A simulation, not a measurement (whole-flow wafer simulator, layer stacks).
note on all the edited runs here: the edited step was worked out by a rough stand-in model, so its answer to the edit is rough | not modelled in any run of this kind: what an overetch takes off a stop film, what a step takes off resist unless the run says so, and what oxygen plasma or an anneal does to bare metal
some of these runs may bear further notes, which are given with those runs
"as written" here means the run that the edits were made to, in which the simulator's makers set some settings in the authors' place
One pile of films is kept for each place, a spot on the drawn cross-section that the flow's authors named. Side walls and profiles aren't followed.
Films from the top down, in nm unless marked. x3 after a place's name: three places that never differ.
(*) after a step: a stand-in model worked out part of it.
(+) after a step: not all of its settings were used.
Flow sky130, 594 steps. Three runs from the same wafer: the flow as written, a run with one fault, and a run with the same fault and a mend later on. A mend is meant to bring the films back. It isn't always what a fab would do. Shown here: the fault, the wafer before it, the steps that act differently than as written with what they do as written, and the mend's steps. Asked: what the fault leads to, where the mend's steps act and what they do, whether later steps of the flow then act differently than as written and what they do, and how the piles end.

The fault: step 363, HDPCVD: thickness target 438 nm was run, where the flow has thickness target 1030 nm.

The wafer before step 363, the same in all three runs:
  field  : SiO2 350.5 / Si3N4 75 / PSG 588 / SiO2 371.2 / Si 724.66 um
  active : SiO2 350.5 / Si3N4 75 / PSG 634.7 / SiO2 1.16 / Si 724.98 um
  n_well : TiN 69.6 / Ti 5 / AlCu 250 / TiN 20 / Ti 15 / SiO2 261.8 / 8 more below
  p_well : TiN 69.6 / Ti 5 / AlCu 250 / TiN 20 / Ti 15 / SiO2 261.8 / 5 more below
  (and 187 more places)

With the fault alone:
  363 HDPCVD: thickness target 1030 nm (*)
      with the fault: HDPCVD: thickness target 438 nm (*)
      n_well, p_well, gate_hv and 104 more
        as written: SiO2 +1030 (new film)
        with the fault: SiO2 +438 (new film)
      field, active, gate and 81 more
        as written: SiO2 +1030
        with the fault: SiO2 +438
  Later steps of the flow that act differently than as written (25 more steps differ only slightly, by at most 2% or 0.5 nm, whichever is larger, and aren't shown):
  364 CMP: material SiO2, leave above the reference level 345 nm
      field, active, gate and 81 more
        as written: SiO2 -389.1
        with the fault: nothing
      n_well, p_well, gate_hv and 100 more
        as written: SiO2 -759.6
        with the fault: SiO2 -167.6
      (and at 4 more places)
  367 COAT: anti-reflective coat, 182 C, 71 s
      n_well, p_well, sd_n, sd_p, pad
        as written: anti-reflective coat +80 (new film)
        with the fault: anti-reflective coat +3 (new film)
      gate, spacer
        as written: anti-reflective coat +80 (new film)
        with the fault: anti-reflective coat +56.3 (new film)
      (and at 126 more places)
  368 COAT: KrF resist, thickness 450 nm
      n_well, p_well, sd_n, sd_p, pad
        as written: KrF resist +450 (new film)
        with the fault: KrF resist +306.6 (new film)
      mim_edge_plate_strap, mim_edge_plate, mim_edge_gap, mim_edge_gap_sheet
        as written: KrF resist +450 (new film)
        with the fault: KrF resist +432 (new film)
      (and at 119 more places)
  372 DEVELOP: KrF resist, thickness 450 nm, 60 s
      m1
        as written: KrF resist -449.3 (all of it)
        with the fault: KrF resist -384.4 (all of it)
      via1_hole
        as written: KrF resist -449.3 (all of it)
        with the fault: KrF resist -328.8 (all of it)
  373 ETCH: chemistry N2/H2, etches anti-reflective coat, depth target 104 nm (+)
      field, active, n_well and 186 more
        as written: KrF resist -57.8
        with the fault: KrF resist -9.87
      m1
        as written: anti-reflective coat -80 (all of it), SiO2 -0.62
        with the fault: anti-reflective coat -12.7 (all of it), SiO2 -0.13
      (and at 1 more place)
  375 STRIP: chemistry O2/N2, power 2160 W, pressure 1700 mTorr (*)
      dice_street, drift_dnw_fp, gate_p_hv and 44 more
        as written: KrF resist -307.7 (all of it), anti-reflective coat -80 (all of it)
        with the fault: KrF resist -355.5 (all of it), anti-reflective coat -80 (all of it)
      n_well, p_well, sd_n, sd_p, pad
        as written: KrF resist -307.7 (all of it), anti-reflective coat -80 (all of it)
        with the fault: KrF resist -212.3 (all of it), anti-reflective coat -3 (all of it)
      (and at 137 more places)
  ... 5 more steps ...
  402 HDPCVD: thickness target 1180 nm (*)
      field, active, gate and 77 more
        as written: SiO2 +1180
        with the fault: SiO2 +1180 (new film)
  At the end the piles differ from the flow's by more than 2% or 0.5 nm, whichever is larger, at field, active, gate and 84 more.
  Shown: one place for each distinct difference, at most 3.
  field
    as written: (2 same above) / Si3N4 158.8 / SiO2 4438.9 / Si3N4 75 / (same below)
    with the fault: (2 same above) / Si3N4 158.8 / SiO2 3458.7 / W 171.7 / TiN 20 / SiO2 788.5 / Si3N4 75 / (same below)
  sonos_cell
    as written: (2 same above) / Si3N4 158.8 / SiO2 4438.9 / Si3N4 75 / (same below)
    with the fault: (2 same above) / Si3N4 158.8 / SiO2 3458.7 / W 171.8 / TiN 20 / SiO2 788.5 / Si3N4 75 / (same below)
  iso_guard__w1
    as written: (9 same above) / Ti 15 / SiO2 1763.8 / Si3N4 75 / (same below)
    with the fault: (9 same above) / Ti 15 / SiO2 783.6 / W 171.8 / TiN 20 / SiO2 788.5 / Si3N4 75 / (same below)

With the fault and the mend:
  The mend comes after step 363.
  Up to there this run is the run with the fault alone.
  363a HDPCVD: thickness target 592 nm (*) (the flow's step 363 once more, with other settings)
      field, active, n_well and 188 more
        SiO2 +592
  No later step of the flow acts differently than as written, at any place that is followed, by more than 2% or 0.5 nm, whichever is larger.
  At the end the piles are the same as the flow's at every place that both follow.
